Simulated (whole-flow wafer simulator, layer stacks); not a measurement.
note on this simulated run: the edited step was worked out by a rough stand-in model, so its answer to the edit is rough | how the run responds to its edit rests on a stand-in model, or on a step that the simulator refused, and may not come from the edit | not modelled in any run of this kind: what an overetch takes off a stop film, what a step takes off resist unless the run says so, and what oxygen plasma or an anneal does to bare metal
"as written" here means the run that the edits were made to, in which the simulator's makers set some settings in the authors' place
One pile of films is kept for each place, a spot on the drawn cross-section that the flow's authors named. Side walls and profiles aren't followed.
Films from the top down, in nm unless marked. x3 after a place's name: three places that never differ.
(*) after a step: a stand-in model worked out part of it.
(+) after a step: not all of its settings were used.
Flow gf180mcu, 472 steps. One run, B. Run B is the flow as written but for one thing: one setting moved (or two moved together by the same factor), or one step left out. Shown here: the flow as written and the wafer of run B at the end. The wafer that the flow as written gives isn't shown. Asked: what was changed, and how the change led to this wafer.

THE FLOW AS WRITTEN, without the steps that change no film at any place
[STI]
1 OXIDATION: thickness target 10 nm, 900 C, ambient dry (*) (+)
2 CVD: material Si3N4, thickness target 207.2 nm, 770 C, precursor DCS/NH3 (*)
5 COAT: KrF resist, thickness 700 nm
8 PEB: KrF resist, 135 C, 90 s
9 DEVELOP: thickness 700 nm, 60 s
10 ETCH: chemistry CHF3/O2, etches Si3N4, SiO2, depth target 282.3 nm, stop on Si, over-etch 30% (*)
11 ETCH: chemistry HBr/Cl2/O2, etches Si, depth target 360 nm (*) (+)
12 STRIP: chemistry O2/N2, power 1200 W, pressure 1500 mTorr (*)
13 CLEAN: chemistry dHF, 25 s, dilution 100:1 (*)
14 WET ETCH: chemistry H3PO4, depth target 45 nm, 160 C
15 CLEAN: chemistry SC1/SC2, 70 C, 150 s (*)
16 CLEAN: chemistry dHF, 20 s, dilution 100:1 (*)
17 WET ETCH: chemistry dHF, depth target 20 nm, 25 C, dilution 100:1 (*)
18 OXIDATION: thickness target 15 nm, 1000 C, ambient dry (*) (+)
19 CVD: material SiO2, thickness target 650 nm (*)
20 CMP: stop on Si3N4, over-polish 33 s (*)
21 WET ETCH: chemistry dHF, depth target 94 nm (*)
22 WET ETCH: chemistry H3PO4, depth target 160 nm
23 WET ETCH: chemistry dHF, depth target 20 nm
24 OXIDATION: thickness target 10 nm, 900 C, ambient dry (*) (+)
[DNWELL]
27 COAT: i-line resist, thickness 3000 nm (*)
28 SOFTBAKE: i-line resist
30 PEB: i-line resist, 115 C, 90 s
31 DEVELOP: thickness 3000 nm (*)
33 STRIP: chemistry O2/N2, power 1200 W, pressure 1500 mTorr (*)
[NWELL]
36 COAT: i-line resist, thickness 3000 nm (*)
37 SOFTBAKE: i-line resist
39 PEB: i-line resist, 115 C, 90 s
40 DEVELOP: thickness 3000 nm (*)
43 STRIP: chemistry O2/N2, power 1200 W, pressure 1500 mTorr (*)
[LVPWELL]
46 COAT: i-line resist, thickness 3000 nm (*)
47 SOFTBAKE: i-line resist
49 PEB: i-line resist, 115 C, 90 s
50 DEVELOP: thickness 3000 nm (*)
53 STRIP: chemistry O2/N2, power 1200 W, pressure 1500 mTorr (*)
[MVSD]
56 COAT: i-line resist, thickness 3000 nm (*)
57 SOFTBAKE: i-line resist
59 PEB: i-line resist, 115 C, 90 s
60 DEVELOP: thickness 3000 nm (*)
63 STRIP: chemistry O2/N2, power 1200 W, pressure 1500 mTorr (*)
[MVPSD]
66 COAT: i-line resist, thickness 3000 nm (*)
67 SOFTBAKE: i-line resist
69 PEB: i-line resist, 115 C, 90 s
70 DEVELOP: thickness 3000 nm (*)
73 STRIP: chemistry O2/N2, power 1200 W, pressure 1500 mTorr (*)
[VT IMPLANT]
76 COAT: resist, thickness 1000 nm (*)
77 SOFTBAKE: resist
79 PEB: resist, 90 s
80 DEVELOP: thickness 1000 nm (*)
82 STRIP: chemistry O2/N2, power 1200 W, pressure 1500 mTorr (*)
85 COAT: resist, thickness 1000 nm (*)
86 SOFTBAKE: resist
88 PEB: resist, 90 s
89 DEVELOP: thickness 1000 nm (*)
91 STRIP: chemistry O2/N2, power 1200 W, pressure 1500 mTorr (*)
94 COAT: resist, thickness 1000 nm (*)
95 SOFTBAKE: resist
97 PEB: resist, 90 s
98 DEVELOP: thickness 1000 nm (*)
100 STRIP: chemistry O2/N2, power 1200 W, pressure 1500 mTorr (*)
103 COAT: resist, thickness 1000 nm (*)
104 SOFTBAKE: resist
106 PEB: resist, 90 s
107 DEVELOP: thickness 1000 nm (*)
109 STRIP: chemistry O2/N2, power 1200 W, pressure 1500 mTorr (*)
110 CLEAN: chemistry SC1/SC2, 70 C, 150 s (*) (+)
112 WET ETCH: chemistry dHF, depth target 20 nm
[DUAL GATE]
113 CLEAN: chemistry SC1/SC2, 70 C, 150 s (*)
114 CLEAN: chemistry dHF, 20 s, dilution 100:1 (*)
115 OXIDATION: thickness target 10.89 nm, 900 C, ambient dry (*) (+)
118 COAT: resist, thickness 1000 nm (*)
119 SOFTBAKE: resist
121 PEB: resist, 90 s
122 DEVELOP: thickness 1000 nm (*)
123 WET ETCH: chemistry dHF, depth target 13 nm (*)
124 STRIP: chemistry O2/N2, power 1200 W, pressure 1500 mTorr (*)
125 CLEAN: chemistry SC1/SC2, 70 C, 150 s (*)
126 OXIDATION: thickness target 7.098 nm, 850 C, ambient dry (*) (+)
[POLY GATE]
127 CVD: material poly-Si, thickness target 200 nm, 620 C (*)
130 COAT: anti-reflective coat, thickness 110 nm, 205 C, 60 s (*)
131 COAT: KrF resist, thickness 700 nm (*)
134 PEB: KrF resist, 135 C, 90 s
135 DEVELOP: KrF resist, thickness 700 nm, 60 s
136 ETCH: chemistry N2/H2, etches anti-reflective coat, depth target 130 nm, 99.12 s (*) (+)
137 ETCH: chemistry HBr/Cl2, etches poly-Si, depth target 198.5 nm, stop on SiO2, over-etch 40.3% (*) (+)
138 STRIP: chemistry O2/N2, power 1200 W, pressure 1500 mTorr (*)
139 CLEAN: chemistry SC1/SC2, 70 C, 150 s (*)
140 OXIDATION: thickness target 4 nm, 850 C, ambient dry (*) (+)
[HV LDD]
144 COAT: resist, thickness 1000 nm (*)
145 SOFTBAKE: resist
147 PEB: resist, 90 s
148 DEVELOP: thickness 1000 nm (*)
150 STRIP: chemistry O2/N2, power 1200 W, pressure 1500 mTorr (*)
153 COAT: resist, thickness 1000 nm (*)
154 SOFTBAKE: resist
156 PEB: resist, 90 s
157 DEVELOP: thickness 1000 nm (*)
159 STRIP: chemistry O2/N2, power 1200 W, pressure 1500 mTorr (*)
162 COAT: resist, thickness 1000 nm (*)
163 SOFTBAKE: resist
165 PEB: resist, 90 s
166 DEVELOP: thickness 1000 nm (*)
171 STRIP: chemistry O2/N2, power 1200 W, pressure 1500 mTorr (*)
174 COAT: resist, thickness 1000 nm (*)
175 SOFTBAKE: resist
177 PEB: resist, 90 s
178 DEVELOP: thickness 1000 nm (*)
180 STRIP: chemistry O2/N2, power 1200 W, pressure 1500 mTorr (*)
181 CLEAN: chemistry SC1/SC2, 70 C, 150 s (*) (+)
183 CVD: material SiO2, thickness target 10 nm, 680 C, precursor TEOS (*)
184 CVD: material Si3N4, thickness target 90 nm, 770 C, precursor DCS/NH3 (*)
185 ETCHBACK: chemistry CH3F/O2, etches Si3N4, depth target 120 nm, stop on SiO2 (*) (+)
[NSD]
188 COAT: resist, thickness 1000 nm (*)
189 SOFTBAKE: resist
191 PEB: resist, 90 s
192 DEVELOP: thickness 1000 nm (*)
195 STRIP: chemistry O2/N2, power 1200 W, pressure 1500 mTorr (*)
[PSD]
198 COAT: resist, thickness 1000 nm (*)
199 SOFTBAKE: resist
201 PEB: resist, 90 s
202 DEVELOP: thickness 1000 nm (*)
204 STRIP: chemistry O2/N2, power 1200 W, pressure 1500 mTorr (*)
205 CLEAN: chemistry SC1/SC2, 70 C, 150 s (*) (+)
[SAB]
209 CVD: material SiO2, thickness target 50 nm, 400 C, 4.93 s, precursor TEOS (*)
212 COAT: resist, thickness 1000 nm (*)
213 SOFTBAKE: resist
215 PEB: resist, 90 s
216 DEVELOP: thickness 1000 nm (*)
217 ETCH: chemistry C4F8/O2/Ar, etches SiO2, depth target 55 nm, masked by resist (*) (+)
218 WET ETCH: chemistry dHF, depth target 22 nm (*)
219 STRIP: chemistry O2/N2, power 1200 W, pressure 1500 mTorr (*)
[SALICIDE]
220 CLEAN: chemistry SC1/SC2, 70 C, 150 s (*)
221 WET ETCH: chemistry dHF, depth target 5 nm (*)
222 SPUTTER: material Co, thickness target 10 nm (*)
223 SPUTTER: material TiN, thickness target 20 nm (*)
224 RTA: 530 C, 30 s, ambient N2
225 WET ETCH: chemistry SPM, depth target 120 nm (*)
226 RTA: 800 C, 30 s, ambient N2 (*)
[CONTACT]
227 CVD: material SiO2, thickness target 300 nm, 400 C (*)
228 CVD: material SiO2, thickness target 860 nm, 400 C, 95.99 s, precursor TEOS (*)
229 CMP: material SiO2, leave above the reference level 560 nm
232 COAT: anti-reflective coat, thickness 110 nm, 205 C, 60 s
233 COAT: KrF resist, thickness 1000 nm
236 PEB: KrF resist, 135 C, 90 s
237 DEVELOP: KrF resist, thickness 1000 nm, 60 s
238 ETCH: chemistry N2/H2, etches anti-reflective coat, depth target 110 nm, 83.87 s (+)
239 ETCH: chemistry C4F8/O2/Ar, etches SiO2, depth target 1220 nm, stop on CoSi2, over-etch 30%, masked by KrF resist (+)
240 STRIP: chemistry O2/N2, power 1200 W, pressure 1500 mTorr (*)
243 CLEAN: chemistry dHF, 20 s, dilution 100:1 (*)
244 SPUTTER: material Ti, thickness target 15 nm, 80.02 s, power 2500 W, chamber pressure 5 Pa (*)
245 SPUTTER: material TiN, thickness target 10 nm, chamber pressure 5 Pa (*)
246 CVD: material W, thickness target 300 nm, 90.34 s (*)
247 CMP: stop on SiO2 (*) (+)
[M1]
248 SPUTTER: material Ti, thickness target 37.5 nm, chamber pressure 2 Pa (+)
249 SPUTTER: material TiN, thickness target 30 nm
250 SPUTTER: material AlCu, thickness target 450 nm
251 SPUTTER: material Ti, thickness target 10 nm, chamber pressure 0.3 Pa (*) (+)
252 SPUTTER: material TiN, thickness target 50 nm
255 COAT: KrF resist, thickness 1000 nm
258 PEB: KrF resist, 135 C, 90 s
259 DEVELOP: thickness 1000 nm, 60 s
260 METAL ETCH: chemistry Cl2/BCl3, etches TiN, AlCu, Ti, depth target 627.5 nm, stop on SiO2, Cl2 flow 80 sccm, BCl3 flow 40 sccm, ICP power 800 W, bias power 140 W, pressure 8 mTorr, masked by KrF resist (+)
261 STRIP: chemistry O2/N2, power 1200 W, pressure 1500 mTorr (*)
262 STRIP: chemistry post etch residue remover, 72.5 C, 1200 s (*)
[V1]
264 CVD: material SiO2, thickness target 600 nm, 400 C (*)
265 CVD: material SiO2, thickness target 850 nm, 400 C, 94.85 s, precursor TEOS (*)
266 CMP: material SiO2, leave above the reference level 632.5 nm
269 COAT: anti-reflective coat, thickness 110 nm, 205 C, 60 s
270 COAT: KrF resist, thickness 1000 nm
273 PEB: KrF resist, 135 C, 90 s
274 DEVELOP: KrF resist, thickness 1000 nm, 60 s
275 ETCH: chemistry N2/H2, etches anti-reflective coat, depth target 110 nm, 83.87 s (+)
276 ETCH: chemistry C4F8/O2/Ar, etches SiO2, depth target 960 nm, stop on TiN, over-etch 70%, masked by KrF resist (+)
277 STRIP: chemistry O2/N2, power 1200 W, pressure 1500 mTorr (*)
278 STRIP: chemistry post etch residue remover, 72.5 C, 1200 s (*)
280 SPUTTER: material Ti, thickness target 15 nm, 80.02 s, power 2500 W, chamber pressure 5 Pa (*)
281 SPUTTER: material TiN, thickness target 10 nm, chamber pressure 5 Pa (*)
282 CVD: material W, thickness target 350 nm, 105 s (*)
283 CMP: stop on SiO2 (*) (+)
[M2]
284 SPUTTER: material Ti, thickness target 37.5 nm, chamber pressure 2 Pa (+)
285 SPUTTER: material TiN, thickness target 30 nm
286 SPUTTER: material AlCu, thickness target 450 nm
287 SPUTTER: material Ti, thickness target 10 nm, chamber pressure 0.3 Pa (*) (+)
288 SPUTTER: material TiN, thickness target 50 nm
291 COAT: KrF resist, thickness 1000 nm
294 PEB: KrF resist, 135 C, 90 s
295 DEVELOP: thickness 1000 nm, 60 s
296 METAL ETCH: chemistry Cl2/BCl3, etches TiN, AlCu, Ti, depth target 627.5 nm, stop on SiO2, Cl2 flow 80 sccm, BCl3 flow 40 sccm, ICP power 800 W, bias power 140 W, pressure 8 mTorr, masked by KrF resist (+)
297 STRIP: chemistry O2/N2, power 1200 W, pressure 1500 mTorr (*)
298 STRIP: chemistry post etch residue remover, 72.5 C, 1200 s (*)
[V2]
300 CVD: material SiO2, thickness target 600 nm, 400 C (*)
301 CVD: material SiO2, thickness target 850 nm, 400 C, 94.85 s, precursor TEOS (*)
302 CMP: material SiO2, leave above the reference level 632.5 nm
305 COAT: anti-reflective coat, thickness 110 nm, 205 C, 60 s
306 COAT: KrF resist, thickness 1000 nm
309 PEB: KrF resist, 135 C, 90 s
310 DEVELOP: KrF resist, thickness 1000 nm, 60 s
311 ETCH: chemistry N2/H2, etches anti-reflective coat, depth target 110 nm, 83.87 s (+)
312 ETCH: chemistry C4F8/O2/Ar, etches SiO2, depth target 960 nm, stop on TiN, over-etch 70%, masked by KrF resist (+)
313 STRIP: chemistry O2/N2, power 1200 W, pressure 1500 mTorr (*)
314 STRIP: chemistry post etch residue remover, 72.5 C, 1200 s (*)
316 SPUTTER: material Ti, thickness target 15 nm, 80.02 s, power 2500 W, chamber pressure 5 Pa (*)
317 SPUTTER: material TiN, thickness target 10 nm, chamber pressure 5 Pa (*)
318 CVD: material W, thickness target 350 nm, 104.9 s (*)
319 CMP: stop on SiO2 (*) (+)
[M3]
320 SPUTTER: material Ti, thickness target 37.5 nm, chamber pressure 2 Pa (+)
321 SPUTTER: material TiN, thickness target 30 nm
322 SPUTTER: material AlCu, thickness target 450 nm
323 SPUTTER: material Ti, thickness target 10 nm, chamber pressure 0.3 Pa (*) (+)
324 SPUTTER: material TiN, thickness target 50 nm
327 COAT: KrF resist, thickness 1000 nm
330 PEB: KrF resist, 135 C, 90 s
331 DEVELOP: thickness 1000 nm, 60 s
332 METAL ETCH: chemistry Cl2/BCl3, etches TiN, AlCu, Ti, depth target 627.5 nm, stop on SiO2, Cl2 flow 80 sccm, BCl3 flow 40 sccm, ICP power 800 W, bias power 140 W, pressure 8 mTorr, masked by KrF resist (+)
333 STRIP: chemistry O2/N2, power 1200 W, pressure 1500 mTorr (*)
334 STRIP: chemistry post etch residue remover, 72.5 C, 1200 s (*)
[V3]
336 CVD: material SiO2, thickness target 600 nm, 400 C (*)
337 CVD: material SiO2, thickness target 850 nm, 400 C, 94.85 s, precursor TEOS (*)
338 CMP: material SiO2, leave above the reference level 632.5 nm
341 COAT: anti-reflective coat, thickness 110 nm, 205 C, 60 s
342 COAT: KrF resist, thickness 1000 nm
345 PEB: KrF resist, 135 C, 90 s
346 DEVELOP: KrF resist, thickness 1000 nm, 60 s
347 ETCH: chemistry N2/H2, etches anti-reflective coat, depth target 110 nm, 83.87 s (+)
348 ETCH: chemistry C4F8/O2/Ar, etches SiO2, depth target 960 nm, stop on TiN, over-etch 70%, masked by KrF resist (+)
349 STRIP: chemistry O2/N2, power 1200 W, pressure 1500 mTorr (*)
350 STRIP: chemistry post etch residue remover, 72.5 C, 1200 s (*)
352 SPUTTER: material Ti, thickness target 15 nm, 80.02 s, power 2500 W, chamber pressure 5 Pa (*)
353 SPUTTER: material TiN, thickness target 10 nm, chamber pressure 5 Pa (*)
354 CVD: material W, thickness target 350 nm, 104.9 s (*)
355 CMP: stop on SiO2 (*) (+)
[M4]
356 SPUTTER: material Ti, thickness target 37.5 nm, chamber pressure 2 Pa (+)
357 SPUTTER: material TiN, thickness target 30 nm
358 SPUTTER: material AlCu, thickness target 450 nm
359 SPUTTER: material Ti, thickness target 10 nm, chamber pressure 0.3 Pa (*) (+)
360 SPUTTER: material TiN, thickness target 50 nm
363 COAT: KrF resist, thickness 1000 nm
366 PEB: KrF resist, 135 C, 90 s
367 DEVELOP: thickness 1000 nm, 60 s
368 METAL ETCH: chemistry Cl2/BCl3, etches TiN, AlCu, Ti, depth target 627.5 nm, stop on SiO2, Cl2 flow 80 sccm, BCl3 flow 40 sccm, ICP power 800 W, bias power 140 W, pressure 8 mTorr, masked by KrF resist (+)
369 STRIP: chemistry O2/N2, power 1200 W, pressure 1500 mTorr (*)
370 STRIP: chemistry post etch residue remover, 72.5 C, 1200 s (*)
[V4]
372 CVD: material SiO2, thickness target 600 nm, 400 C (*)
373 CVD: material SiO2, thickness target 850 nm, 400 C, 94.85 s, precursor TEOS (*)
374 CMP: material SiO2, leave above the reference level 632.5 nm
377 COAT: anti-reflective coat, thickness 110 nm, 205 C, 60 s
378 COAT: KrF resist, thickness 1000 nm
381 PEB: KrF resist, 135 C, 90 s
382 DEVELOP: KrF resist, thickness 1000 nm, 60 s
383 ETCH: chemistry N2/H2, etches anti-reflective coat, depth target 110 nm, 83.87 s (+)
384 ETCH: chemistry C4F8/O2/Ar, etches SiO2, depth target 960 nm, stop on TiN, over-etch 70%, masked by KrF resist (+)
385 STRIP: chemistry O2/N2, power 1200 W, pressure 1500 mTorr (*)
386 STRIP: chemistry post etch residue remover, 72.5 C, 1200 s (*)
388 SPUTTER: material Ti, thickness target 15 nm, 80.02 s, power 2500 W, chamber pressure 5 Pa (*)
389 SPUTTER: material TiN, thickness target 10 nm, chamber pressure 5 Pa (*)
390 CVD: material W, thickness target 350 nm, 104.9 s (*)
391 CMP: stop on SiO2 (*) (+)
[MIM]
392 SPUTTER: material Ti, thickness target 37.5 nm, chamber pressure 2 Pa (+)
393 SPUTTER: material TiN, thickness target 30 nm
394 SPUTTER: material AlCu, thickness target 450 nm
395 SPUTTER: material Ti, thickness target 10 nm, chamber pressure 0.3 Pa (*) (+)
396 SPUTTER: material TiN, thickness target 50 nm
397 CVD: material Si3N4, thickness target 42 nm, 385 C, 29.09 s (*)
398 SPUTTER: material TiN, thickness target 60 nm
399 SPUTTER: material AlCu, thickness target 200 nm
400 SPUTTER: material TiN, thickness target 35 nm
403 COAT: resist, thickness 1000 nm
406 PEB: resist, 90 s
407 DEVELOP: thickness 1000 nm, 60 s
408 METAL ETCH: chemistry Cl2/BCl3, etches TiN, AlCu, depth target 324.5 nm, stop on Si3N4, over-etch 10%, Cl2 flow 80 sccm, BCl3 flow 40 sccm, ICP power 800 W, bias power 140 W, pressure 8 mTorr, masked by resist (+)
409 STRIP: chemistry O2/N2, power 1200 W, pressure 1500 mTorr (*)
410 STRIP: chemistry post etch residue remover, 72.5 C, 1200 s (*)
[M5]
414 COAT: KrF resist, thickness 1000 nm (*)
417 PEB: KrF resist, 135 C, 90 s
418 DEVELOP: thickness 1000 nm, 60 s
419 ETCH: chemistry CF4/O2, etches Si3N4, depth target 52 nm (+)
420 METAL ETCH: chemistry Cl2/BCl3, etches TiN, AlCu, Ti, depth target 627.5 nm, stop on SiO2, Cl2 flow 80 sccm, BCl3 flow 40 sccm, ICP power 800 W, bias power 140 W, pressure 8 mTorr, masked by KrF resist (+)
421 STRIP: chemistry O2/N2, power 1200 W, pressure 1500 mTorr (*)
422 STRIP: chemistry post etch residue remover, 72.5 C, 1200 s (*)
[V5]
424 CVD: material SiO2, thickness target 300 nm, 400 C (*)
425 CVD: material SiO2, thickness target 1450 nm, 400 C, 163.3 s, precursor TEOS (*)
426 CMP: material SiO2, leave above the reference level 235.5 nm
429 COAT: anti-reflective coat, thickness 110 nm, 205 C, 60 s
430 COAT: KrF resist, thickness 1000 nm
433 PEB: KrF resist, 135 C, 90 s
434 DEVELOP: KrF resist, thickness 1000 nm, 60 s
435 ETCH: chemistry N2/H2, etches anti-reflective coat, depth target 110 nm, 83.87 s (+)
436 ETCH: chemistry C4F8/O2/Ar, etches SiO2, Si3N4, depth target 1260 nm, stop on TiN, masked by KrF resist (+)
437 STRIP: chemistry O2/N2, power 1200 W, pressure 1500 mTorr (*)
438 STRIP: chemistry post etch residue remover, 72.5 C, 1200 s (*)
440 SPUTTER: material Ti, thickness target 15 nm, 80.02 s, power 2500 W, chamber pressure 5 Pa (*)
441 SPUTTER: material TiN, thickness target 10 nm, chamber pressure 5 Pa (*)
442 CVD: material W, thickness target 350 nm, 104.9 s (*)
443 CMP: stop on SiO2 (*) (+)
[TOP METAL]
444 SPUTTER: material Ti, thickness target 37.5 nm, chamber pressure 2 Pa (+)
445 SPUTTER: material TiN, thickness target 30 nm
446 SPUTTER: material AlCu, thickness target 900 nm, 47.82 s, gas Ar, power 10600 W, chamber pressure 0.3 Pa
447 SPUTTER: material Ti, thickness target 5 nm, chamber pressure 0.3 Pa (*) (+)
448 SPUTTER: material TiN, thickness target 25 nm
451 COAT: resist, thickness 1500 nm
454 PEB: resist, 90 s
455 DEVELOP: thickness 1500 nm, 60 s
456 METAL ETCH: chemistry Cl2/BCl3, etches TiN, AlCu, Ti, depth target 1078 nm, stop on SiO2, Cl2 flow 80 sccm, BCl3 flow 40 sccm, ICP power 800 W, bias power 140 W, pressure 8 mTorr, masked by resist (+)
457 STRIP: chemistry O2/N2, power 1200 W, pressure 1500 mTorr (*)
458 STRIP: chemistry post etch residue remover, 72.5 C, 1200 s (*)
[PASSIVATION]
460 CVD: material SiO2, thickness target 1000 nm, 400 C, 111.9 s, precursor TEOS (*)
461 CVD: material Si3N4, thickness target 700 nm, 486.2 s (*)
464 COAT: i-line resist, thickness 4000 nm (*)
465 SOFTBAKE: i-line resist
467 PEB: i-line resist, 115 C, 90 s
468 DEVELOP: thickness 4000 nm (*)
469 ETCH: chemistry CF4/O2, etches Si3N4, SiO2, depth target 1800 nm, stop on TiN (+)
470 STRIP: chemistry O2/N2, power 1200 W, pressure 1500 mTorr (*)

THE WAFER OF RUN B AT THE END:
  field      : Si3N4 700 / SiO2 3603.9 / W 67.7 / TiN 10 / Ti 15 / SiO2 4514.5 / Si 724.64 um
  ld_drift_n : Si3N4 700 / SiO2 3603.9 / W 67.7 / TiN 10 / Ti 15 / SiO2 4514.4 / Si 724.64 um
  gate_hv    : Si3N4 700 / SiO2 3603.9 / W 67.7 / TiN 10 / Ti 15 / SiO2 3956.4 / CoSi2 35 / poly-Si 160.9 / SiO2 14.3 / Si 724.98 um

The cause: step 337, CVD: thickness target 425 nm was run, where the flow has thickness target 850 nm.

How the change led to this, step by step:
  337 CVD: material SiO2, thickness target 850 nm, 400 C, 94.85 s, precursor TEOS (*)
      field, field__w1, field__w2 and 108 more: SiO2 +425 (as written it would be: SiO2 +850)
  338 CMP: material SiO2, leave above the reference level 632.5 nm
      field, field__w1, field__w2 and 103 more: nothing (as written it would be: SiO2 -300)
      field__w8, contact, m1, m1__w1, m1_nw: SiO2 -452.1 (as written it would be: SiO2 -877.1)
  341 COAT: anti-reflective coat, thickness 110 nm, 205 C, 60 s
      active, gate_p_hv5: anti-reflective coat +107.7 (new film) (as written it would be: anti-reflective coat +110 (new film))
      field: anti-reflective coat +156.5 (new film) (as written it would be: anti-reflective coat +110 (new film))
      (and at 21 more places)
  342 COAT: KrF resist, thickness 1000 nm
      field: KrF resist +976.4 (new film) (as written it would be: KrF resist +1000 (new film))
      n_well: KrF resist +979.2 (new film) (as written it would be: KrF resist +1000 (new film))
      (and at 6 more places)
  346 DEVELOP: KrF resist, thickness 1000 nm, 60 s
      contact: KrF resist -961 (all of it) (as written it would be: KrF resist -993.3 (all of it))
  347 ETCH: chemistry N2/H2, etches anti-reflective coat, depth target 110 nm, 83.87 s (+)
      contact: anti-reflective coat -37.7 (all of it), SiO2 -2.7 (as written it would be: anti-reflective coat -110 (all of it), SiO2 -0.85)
  349 STRIP: chemistry O2/N2, power 1200 W, pressure 1500 mTorr (*)
      field: KrF resist -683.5 (all of it), anti-reflective coat -156.5 (all of it) (as written it would be: KrF resist -706.9 (all of it), anti-reflective coat -110 (all of it))
      field__w1: KrF resist -715.9 (all of it), anti-reflective coat -107.4 (all of it) (as written it would be: KrF resist -706.9 (all of it), anti-reflective coat -110 (all of it))
      (and at 21 more places)
  352 SPUTTER: material Ti, thickness target 15 nm, 80.02 s, power 2500 W, chamber pressure 5 Pa (*)
      contact: Ti +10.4 (new film) (as written it would be: Ti +9.65 (new film))
  354 CVD: material W, thickness target 350 nm, 104.9 s (*)
      contact: W +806 (new film) (as written it would be: W +932.3 (new film))
  355 CMP: stop on SiO2 (*) (+)
      field, field__w1, field__w2 and 103 more: W -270 (as written it would be: W -350 (all of it), TiN -10 (all of it), Ti -15 (all of it), SiO2 -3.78)
      field__w8, m1, m1__w1, m1_nw: W -350 (all of it), TiN -10 (all of it), Ti -15 (all of it), SiO2 -20 (as written it would be: W -350 (all of it), TiN -10 (all of it), Ti -15 (all of it), SiO2 -3.78)
      (and at 1 more place)
  368 METAL ETCH: chemistry Cl2/BCl3, etches TiN, AlCu, Ti, depth target 627.5 nm, stop on SiO2, Cl2 flow 80 sccm, BCl3 flow 40 sccm, ICP power 800 W, bias power 140 W, pressure 8 mTorr, masked by KrF resist (+)
      field, field__w1, field__w2 and 103 more: TiN -50 (all of it), Ti -10 (all of it), AlCu -450 (all of it), TiN -30 (all of it), Ti -37.5 (all of it), W -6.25 (as written it would be: TiN -50 (all of it), Ti -10 (all of it), AlCu -450 (all of it), TiN -30 (all of it), Ti -37.5 (all of it))
  370 STRIP: chemistry post etch residue remover, 72.5 C, 1200 s (*)
      field, field__w1, field__w2 and 103 more: W -6.01 (as written it would be: nothing)
  372 CVD: material SiO2, thickness target 600 nm, 400 C (*)
      field, field__w1, field__w2 and 103 more: SiO2 +600 (new film) (as written it would be: SiO2 +600)
  374 CMP: material SiO2, leave above the reference level 632.5 nm
      field, field__w1, field__w2 and 103 more: SiO2 -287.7 (as written it would be: SiO2 -300)
Counting metal films that touch as one body, field has 1 body; the flow as written gives 0 bodies.
Counting metal films that touch as one body, ld_drift_n has 1 body; the flow as written gives 0 bodies.
Counting metal films that touch as one body, gate_hv has 2 bodies (between them, from the top down: SiO2 3956.4); the flow as written gives 1 body.
